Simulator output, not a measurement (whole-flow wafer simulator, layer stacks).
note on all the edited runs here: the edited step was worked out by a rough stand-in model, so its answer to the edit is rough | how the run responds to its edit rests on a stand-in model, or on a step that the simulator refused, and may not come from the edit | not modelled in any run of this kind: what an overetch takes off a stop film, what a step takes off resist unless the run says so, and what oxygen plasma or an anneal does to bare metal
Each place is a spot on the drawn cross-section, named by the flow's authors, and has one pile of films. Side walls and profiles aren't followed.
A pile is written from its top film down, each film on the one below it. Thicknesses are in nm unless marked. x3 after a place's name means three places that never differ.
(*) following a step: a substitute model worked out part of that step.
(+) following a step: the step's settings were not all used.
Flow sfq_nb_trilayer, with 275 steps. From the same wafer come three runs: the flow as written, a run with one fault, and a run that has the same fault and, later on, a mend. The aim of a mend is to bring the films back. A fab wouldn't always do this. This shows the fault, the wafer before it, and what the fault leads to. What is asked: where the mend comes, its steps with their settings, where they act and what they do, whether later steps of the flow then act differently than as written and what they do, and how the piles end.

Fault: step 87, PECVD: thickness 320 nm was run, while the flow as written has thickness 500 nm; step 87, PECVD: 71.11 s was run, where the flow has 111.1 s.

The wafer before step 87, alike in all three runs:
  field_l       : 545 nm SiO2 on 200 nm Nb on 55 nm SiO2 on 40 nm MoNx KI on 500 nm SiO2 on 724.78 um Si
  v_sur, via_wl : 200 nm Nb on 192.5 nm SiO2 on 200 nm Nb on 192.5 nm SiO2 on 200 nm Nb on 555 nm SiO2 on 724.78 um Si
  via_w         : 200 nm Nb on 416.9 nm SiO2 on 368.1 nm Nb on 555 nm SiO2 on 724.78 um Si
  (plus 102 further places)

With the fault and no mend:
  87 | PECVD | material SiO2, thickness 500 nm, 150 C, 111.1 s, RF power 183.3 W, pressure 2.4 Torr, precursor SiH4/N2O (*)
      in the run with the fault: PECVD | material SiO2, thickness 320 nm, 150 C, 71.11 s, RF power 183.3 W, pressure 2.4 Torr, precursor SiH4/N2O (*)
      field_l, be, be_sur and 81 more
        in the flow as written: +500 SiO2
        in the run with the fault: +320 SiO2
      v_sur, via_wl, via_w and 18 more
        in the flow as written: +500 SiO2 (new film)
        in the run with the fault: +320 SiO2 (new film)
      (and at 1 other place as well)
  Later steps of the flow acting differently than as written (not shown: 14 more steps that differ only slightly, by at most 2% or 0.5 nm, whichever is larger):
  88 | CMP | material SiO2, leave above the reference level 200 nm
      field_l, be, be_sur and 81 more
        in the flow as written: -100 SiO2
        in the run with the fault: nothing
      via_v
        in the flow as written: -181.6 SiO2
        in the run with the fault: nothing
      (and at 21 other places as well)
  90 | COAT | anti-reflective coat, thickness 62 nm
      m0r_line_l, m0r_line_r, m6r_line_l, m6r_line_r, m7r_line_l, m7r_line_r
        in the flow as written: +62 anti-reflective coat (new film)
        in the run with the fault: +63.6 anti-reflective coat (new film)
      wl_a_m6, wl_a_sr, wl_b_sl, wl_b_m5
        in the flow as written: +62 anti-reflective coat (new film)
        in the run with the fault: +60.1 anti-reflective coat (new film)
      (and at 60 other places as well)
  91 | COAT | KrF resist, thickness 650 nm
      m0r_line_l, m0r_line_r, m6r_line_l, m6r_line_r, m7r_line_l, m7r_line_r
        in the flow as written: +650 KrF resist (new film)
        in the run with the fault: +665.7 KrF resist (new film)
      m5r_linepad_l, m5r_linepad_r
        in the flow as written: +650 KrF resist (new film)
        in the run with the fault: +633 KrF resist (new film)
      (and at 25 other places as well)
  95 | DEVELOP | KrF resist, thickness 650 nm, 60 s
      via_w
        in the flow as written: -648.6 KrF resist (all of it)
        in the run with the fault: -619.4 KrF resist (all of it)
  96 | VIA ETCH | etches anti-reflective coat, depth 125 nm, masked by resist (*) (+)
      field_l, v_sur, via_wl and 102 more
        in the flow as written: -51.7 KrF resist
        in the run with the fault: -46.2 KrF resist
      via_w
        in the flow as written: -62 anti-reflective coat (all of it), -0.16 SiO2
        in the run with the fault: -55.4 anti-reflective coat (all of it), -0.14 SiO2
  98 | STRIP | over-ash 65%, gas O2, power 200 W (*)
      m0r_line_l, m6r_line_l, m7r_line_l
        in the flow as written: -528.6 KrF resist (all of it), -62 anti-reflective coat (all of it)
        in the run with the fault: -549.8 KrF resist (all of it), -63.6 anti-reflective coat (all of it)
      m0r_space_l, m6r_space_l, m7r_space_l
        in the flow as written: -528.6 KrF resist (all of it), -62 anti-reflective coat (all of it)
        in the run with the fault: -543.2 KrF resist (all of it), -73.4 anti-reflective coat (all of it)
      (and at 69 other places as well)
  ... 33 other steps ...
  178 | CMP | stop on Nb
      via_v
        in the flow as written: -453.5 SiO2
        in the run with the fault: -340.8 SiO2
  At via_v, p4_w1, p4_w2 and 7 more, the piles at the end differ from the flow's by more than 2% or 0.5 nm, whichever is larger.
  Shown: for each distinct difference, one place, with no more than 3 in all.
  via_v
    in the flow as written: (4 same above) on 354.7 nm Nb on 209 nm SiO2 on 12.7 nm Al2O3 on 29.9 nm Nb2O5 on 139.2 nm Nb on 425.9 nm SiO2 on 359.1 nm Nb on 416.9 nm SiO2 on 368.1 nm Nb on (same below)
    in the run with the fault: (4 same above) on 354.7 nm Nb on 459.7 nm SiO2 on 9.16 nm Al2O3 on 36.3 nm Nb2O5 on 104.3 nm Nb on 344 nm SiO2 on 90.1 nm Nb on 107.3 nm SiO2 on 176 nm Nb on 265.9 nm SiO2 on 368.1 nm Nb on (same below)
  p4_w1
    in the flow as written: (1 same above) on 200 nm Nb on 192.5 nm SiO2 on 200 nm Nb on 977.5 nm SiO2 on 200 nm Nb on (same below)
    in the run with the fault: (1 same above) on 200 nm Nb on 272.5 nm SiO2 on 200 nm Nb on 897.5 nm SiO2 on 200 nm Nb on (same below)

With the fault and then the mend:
  The mend follows step 87.
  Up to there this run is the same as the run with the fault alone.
  87a | PECVD | material SiO2, thickness 180 nm, 150 C, 40 s, RF power 183.3 W, pressure 2.4 Torr, precursor SiH4/N2O (a further turn of the flow's step 87, with different settings)
      field_l, v_sur, via_wl and 102 more
        +180 SiO2
      via_v
        +160.5 SiO2
  Later steps of the flow acting differently than as written:
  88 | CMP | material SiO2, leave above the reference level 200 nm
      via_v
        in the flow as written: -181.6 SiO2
        in the run with the mend: -9.42 SiO2
  At every place that both follow, the piles at the end match the flow's.
